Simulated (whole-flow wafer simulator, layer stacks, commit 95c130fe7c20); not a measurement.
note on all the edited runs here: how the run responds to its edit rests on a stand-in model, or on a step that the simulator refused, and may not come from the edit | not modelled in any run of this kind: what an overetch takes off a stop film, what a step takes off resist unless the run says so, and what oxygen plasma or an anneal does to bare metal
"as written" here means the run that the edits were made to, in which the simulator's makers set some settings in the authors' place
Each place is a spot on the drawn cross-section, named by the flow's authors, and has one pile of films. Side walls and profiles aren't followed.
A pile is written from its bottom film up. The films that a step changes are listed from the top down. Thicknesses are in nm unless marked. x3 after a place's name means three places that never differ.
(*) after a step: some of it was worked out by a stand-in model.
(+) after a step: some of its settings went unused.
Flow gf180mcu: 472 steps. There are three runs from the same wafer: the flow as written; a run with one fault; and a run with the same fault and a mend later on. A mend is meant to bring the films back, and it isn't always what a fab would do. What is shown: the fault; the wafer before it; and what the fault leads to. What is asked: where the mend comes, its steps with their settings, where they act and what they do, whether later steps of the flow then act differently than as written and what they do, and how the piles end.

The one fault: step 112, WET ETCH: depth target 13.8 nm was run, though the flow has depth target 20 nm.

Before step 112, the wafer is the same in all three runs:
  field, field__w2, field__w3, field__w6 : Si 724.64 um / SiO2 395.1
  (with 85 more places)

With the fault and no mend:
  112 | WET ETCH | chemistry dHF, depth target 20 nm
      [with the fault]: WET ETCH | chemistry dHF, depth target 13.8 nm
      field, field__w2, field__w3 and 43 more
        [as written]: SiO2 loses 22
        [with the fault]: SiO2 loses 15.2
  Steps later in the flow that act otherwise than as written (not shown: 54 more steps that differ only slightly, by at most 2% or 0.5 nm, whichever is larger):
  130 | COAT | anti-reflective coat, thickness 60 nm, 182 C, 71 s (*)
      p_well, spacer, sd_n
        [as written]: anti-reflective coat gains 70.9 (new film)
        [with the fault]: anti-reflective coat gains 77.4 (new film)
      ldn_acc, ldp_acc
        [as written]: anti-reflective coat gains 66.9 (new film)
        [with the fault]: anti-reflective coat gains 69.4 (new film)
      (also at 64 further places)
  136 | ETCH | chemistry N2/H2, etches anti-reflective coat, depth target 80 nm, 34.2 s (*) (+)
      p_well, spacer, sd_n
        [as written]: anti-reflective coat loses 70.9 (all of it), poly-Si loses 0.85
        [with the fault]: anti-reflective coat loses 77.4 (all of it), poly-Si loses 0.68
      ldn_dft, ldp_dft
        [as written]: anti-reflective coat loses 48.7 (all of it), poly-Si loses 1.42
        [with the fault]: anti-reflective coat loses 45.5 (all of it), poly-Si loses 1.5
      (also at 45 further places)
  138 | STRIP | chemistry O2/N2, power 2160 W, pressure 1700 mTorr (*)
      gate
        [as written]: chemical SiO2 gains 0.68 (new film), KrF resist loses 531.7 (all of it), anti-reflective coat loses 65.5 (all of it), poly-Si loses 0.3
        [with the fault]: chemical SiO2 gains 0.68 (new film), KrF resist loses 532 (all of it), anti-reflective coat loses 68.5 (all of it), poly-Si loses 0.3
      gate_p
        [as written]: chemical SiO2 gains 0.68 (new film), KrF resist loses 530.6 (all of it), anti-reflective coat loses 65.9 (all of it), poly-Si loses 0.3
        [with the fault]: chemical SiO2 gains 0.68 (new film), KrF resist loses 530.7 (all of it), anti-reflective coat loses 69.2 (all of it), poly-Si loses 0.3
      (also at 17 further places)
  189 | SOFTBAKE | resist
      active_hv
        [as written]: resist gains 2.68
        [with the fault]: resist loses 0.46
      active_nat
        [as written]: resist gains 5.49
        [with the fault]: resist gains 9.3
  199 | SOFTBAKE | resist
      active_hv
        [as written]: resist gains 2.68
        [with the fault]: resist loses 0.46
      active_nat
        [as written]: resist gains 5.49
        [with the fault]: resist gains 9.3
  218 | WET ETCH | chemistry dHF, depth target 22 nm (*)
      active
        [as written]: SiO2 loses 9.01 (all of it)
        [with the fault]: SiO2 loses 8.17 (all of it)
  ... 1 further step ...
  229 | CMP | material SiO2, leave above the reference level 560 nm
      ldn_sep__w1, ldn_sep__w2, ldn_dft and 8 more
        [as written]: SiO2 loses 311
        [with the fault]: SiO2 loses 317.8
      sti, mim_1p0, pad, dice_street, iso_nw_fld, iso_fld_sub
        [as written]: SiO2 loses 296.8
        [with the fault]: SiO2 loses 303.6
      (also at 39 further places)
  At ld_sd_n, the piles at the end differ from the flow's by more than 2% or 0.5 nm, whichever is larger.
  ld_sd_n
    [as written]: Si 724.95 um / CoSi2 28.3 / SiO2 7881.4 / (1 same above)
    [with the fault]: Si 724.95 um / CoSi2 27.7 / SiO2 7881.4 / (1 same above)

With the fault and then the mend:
  After step 112 comes the mend.
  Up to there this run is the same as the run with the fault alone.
  112a | WET ETCH | chemistry dHF, depth target 6.2 nm (the flow's step 112, run once more with other settings)
      field, field__w2, field__w3 and 43 more
        SiO2 loses 6.2
  Steps later in the flow that act otherwise than as written (not shown: 57 more steps that differ only slightly, by at most 2% or 0.5 nm, whichever is larger):
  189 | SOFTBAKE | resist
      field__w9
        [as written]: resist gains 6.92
        [with the mend]: resist loses 3.07
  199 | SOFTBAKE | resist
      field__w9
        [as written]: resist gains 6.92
        [with the mend]: resist loses 3.07
  At the end the piles are close to the flow's at the places that both follow, differing by at most 2% or 0.5 nm, whichever is larger.
